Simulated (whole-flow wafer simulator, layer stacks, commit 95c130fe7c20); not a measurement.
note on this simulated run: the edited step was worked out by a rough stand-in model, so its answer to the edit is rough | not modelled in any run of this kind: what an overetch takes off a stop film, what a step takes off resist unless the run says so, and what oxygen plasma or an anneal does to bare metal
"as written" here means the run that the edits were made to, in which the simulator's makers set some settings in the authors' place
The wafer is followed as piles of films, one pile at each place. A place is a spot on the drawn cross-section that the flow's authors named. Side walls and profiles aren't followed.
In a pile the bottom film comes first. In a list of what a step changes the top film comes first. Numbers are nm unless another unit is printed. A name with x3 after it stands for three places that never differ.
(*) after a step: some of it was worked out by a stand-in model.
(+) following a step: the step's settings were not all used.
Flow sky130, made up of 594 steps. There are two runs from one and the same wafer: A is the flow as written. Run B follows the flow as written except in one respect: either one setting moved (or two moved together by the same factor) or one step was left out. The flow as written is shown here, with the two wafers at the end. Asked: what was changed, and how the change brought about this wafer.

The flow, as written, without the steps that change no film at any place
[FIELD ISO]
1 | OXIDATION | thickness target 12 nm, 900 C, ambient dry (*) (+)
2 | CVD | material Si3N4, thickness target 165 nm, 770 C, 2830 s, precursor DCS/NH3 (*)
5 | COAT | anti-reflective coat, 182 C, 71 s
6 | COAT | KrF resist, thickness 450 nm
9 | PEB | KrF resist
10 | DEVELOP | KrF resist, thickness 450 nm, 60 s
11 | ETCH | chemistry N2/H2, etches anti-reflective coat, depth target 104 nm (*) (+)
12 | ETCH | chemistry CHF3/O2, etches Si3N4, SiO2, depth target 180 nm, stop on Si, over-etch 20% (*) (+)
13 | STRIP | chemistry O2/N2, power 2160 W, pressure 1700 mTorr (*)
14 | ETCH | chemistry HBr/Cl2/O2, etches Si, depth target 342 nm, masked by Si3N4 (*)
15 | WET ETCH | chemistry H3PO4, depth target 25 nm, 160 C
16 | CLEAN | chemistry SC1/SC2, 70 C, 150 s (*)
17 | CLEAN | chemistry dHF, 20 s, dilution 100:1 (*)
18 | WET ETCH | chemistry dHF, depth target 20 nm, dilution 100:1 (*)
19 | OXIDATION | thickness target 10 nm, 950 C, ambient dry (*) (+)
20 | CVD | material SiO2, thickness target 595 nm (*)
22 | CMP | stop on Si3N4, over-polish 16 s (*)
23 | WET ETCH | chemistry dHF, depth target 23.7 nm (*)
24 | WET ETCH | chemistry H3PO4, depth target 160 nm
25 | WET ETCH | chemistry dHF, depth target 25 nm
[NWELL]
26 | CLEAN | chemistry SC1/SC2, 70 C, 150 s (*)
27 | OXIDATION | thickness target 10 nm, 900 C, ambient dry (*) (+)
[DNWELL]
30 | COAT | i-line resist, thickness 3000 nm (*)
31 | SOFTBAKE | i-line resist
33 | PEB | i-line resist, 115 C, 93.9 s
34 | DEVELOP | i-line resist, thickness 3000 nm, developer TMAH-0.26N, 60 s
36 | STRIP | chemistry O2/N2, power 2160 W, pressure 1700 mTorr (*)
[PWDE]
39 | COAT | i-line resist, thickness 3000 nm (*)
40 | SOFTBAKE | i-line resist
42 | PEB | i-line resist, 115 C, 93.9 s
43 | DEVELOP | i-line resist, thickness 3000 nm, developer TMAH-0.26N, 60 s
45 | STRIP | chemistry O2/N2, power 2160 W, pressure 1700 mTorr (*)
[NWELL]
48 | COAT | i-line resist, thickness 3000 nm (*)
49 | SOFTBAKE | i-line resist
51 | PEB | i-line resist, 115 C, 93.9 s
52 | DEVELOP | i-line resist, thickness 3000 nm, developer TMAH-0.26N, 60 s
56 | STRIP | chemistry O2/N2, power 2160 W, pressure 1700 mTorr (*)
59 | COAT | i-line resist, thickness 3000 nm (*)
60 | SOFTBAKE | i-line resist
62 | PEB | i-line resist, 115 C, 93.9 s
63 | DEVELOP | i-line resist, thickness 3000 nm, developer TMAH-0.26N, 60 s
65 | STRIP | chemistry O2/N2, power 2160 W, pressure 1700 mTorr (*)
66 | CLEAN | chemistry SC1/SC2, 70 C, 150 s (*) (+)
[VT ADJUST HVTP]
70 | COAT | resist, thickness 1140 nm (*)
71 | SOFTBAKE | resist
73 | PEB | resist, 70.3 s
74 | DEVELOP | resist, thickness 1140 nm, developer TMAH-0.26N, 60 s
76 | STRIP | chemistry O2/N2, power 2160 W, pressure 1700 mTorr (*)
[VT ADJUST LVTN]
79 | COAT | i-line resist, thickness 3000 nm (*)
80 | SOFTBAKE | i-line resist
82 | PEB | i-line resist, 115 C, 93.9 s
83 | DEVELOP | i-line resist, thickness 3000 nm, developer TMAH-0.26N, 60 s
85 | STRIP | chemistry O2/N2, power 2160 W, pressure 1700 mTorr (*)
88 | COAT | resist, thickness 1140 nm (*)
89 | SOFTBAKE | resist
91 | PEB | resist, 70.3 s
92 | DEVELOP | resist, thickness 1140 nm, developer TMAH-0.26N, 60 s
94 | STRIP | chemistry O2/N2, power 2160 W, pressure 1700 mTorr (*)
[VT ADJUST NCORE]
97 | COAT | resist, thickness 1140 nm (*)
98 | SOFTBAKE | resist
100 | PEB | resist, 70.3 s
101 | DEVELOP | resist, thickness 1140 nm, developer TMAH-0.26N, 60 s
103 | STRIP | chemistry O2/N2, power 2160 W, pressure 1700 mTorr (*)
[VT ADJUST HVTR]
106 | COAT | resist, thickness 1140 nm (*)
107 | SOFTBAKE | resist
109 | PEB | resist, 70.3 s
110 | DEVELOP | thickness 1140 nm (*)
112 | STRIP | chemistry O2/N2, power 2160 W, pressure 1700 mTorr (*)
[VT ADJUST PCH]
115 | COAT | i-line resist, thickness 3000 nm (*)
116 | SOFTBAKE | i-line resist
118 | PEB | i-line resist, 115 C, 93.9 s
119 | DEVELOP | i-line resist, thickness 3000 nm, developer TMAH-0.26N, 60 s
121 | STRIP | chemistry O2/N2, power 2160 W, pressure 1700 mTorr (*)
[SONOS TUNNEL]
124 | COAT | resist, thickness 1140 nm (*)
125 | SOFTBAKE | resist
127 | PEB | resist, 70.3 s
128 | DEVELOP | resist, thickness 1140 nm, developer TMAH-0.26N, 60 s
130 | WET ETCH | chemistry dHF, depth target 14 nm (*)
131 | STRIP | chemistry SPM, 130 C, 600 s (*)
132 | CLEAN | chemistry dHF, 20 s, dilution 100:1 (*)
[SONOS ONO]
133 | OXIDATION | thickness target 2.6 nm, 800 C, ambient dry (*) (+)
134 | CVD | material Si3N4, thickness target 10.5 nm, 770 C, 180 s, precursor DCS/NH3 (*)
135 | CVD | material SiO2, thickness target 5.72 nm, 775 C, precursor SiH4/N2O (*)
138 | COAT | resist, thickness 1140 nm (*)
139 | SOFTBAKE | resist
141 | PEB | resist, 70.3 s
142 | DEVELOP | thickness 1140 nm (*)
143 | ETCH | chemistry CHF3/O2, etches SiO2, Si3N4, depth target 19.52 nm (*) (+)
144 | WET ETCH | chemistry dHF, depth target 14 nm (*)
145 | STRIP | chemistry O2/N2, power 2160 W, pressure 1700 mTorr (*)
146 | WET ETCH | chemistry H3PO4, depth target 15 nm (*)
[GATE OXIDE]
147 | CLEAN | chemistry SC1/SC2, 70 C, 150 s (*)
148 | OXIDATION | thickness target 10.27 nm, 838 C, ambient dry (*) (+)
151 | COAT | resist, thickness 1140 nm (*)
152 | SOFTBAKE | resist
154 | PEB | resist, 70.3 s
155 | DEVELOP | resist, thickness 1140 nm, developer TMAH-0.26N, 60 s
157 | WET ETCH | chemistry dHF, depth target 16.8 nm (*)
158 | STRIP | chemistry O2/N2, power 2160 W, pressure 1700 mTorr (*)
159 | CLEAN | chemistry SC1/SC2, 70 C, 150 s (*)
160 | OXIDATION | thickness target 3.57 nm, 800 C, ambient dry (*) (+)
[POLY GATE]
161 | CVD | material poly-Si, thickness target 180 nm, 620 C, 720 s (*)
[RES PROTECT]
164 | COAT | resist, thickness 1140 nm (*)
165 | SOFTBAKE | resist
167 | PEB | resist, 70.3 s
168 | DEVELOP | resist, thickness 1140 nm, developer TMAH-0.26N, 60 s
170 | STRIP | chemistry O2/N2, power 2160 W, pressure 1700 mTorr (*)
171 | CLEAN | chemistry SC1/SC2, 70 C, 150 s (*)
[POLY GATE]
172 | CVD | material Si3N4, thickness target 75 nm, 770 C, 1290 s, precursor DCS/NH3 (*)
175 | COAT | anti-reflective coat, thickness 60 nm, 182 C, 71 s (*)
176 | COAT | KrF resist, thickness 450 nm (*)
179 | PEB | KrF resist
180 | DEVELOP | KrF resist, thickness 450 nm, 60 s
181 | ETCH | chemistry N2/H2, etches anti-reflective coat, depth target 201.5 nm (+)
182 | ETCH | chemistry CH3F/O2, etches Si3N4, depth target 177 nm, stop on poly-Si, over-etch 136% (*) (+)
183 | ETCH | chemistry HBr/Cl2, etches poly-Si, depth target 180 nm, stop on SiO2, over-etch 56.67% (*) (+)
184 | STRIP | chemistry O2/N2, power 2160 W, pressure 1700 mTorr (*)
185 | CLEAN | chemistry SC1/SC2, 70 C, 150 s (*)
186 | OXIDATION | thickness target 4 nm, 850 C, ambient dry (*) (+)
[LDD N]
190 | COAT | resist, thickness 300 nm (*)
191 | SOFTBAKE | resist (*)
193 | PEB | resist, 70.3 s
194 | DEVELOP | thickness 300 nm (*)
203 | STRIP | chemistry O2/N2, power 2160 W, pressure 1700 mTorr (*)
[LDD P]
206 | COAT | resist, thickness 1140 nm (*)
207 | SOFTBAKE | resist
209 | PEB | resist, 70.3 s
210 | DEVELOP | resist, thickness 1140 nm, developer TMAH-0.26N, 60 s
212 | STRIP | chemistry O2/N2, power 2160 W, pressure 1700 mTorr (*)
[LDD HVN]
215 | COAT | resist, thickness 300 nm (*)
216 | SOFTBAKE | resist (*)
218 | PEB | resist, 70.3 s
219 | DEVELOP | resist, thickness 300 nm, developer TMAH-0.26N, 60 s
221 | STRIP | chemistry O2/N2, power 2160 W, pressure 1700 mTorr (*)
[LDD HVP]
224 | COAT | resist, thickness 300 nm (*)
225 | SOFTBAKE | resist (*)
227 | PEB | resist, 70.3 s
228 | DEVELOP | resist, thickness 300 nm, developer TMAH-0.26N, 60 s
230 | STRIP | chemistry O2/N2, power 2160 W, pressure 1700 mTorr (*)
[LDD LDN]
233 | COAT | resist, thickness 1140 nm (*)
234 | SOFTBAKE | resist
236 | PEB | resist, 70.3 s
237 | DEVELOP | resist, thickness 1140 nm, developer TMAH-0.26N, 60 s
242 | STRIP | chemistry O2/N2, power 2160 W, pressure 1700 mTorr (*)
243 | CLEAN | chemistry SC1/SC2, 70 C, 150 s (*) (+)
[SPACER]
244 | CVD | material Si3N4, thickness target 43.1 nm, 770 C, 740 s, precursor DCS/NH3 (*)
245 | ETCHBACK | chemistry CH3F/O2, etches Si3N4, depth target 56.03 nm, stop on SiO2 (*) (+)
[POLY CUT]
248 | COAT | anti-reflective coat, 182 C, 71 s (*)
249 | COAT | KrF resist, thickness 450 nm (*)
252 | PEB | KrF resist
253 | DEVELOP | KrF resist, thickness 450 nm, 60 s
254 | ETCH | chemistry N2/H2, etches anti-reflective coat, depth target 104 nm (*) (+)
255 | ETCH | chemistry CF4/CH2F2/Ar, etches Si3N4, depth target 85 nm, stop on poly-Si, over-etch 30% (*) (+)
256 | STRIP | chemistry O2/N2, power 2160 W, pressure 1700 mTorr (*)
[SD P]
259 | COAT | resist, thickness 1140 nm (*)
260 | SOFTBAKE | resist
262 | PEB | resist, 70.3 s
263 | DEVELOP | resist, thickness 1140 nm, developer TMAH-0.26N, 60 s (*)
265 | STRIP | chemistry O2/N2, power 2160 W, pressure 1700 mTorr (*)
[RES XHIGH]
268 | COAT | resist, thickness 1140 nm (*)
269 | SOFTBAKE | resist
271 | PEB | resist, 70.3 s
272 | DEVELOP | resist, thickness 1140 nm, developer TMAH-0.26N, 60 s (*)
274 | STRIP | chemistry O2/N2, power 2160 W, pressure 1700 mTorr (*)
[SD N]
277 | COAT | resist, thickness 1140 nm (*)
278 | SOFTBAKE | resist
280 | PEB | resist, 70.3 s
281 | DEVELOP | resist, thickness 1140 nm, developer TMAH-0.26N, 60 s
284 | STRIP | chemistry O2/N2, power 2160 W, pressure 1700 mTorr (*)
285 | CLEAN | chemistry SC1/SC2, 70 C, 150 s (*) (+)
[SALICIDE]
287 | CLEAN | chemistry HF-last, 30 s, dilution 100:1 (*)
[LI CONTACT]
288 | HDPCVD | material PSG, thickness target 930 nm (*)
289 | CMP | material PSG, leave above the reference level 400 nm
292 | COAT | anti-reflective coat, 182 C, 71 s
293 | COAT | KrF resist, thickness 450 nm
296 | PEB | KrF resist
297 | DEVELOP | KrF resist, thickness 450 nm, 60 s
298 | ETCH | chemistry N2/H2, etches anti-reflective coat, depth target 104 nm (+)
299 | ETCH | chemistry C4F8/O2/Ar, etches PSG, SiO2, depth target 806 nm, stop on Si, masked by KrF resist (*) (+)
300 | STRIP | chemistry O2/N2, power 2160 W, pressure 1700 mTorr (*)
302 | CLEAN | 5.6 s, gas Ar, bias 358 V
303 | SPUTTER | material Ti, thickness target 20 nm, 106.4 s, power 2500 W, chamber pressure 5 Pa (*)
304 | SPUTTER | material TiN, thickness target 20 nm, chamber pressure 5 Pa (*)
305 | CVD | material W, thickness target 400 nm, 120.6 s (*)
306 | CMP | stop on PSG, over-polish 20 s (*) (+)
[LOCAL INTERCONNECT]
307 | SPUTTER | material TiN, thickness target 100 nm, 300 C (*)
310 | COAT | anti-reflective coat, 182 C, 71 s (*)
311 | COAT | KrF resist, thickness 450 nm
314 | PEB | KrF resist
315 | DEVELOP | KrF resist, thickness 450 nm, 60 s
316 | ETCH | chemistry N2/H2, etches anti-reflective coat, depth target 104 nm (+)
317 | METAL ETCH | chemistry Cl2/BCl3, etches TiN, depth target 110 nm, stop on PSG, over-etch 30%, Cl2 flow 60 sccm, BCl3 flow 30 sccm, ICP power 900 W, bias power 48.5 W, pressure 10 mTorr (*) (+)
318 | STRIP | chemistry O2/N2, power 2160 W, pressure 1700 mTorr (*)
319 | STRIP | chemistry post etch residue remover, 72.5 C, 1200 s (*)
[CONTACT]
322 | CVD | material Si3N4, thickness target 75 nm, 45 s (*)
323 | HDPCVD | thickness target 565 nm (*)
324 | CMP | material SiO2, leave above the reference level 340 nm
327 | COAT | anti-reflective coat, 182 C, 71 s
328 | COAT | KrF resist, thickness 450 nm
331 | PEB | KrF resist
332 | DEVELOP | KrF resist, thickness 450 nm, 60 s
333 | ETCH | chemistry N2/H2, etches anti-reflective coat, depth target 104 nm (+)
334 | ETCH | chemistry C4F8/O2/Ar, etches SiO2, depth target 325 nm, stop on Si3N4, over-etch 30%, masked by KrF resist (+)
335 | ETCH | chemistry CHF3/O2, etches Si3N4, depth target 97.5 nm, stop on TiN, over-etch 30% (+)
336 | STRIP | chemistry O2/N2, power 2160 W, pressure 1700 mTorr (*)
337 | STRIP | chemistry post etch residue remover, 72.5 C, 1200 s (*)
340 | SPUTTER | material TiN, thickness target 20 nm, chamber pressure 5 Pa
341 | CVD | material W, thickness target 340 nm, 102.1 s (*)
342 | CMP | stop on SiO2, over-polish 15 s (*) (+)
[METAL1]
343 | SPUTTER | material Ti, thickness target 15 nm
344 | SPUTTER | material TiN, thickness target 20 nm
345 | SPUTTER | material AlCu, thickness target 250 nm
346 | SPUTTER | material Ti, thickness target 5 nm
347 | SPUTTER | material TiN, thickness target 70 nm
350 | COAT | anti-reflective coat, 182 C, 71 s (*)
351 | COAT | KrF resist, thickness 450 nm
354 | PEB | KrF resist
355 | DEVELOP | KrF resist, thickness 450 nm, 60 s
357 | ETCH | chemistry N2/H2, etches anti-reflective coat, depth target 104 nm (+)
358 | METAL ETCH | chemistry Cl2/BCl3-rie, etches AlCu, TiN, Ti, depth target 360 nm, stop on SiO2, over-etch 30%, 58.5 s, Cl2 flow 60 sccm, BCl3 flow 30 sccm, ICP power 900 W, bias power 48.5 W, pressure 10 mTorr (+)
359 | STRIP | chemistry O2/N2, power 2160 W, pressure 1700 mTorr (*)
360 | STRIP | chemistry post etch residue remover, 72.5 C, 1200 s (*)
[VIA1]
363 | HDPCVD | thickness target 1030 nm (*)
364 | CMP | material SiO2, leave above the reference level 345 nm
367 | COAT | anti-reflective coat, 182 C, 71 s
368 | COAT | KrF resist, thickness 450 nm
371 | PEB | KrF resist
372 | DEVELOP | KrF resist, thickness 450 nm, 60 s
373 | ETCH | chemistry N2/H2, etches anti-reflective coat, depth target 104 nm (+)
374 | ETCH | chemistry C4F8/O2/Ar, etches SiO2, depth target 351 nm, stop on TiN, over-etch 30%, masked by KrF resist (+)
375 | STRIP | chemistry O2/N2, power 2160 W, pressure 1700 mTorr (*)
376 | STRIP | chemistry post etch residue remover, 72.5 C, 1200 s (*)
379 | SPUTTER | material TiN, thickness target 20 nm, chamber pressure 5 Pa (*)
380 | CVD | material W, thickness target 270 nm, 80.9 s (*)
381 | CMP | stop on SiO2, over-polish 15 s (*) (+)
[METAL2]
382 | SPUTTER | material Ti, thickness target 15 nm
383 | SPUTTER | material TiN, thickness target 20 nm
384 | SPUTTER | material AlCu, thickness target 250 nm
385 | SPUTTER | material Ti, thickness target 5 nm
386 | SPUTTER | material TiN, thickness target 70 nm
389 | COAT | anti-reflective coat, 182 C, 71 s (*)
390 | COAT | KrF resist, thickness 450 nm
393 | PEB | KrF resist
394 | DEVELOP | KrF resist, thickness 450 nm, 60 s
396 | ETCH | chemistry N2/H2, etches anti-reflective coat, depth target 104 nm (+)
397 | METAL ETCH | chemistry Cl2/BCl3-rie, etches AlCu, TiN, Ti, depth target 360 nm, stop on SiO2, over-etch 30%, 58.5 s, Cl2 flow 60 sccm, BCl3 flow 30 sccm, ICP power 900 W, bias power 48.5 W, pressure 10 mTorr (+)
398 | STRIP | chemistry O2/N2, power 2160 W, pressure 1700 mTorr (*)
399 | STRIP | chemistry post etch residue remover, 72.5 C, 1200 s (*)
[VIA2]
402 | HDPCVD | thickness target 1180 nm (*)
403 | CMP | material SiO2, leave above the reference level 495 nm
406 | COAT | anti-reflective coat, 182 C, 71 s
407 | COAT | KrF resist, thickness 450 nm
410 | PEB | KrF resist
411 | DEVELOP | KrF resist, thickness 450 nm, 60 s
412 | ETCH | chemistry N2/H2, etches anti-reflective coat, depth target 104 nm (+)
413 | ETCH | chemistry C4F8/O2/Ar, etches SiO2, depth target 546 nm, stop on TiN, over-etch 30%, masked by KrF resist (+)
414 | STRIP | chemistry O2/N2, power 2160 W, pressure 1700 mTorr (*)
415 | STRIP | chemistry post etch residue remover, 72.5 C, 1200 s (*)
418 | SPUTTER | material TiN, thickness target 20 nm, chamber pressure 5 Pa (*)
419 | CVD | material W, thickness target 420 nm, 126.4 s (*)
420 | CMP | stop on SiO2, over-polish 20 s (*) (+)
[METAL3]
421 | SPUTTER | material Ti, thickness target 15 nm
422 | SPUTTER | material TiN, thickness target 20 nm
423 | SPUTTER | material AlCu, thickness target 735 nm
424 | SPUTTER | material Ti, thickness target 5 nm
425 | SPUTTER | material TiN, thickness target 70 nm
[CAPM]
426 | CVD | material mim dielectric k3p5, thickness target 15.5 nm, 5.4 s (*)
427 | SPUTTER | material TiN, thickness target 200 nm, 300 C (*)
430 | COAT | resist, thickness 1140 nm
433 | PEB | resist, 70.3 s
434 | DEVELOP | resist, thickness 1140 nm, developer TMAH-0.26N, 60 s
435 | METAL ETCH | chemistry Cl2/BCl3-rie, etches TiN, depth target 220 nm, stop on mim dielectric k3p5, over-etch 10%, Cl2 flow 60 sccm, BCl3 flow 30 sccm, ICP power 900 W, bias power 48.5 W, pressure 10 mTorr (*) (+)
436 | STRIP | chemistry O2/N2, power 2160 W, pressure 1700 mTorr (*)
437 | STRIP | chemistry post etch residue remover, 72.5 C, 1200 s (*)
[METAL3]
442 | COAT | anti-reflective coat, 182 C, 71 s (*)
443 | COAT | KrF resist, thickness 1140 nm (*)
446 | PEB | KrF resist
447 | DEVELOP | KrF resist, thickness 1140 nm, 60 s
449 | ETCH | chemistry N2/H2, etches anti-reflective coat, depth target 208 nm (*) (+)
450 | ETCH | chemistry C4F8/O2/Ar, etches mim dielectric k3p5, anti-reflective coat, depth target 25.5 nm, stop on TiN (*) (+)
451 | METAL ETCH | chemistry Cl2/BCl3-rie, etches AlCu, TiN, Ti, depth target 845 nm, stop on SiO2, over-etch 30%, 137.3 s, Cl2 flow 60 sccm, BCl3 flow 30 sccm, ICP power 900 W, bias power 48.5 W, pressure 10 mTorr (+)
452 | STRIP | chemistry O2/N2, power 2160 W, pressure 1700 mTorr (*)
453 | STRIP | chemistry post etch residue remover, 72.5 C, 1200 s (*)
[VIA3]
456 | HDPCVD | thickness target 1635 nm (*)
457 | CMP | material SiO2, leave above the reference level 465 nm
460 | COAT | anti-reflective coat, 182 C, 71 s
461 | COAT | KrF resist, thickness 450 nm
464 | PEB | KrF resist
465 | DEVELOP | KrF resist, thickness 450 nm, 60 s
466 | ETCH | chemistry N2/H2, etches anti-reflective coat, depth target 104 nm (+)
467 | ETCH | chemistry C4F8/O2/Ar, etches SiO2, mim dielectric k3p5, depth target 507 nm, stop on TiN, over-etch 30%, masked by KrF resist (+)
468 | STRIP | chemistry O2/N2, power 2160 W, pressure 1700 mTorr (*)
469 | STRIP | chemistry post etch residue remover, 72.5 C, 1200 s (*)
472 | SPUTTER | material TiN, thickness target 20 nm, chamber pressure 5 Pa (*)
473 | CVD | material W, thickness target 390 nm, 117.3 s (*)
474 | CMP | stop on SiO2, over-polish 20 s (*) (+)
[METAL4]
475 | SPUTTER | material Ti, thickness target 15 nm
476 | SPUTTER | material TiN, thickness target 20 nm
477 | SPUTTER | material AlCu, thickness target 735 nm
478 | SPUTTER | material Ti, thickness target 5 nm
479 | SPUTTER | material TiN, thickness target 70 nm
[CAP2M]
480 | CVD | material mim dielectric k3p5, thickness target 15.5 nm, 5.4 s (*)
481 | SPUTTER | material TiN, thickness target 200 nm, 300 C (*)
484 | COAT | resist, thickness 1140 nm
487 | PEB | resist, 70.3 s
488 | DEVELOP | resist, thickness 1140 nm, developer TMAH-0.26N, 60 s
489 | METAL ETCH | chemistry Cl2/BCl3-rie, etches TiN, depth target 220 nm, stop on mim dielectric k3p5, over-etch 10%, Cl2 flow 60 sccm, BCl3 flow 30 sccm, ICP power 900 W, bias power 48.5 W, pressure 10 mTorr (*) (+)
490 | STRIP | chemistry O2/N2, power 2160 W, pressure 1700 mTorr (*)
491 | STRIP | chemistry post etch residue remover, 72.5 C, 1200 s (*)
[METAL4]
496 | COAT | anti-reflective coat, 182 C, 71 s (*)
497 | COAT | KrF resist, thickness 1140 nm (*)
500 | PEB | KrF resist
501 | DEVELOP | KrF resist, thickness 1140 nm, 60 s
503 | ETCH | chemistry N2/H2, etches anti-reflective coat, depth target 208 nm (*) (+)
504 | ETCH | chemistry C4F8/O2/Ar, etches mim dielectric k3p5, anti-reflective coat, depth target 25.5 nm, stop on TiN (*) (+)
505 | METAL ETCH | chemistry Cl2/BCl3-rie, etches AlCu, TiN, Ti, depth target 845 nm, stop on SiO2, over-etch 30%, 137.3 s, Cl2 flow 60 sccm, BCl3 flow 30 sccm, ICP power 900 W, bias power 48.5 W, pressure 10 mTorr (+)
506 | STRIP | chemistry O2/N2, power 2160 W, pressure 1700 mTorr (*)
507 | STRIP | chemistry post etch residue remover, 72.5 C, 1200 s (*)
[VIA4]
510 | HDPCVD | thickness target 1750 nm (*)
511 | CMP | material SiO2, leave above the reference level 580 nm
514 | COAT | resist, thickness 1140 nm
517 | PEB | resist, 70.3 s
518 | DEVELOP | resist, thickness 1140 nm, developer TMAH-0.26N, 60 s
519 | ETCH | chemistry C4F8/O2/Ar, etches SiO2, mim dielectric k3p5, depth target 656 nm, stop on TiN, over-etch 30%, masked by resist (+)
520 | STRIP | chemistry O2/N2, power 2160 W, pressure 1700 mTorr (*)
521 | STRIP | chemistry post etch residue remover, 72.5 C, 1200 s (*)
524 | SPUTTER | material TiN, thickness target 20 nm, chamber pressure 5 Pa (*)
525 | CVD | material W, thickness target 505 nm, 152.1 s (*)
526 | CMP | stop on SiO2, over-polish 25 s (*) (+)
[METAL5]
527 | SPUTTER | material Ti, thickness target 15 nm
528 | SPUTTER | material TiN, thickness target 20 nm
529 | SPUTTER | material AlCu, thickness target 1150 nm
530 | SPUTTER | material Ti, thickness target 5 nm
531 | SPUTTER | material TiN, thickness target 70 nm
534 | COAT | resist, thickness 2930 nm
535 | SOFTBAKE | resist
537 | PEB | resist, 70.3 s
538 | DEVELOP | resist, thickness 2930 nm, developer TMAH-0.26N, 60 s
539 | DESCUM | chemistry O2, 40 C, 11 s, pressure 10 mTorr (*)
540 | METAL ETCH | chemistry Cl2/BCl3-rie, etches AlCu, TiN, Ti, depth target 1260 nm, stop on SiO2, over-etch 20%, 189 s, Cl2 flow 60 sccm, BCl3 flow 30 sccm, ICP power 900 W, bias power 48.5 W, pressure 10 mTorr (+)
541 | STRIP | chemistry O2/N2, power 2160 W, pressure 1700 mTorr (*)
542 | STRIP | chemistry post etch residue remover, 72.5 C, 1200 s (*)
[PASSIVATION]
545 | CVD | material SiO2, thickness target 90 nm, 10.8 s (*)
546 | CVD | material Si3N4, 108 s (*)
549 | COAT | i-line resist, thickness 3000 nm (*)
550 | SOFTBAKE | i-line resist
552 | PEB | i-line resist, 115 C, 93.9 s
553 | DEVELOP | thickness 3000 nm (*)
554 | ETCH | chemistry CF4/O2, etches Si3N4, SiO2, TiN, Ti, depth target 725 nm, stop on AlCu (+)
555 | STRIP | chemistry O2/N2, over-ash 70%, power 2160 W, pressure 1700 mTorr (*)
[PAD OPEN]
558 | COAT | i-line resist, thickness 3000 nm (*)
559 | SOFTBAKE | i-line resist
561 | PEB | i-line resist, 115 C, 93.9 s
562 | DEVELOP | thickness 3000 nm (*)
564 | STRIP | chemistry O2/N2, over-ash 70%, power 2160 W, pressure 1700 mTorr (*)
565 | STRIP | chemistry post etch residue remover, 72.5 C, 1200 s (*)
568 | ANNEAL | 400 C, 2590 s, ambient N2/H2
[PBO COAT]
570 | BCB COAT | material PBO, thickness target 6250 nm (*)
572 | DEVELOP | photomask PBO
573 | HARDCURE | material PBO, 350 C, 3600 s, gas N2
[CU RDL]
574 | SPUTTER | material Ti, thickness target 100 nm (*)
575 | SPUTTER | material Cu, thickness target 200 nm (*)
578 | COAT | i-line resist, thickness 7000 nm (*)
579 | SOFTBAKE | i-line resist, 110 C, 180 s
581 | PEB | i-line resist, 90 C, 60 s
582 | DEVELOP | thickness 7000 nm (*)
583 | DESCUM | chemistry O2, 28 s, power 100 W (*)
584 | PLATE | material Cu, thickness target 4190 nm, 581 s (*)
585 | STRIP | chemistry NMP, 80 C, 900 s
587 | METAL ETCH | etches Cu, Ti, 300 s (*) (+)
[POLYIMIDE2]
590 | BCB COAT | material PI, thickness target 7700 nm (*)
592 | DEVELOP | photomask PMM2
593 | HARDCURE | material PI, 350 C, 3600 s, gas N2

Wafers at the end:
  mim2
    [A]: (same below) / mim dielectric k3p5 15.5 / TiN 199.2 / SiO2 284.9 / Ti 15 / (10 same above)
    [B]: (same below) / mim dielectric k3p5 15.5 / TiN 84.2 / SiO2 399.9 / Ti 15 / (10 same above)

The reason: step 481, SPUTTER: thickness target 85 nm was run, though the flow has thickness target 200 nm.

Step by step, how the change led to this:
  481 | SPUTTER | material TiN, thickness target 200 nm, 300 C (*)
      field, active, n_well and 189 more: A TiN gains 200 (new film) | B TiN gains 85 (new film)
  489 | METAL ETCH | chemistry Cl2/BCl3-rie, etches TiN, depth target 220 nm, stop on mim dielectric k3p5, over-etch 10%, Cl2 flow 60 sccm, BCl3 flow 30 sccm, ICP power 900 W, bias power 48.5 W, pressure 10 mTorr (*) (+)
      field, active, n_well and 188 more: A TiN loses 200 (all of it) | B TiN loses 85 (all of it)
      mim2: A resist loses 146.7 | B resist loses 62.3
  490 | STRIP | chemistry O2/N2, power 2160 W, pressure 1700 mTorr (*)
      mim2: A resist loses 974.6 (all of it) | B resist loses 1058.9 (all of it)
  496 | COAT | anti-reflective coat, 182 C, 71 s (*)
      iso_guard__w2: A anti-reflective coat gains 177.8 (new film) | B anti-reflective coat gains 108.3 (new film)
      mim2: A anti-reflective coat gains 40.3 (new film) | B anti-reflective coat gains 35.7 (new film)
  497 | COAT | KrF resist, thickness 1140 nm (*)
      iso_guard__w2: A KrF resist gains 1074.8 (new film) | B KrF resist gains 1121.7 (new film)
      mim2: A KrF resist gains 1018.9 (new film) | B KrF resist gains 1111.1 (new film)
  506 | STRIP | chemistry O2/N2, power 2160 W, pressure 1700 mTorr (*)
      iso_guard__w2: A KrF resist loses 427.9 (all of it), anti-reflective coat loses 177.8 (all of it) | B KrF resist loses 474.7 (all of it), anti-reflective coat loses 108.3 (all of it)
      mim2: A KrF resist loses 372.1 (all of it), anti-reflective coat loses 40.3 (all of it) | B KrF resist loses 464.1 (all of it), anti-reflective coat loses 35.7 (all of it)
  511 | CMP | material SiO2, leave above the reference level 580 nm
      mim2: A SiO2 loses 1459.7 | B SiO2 loses 1344.7
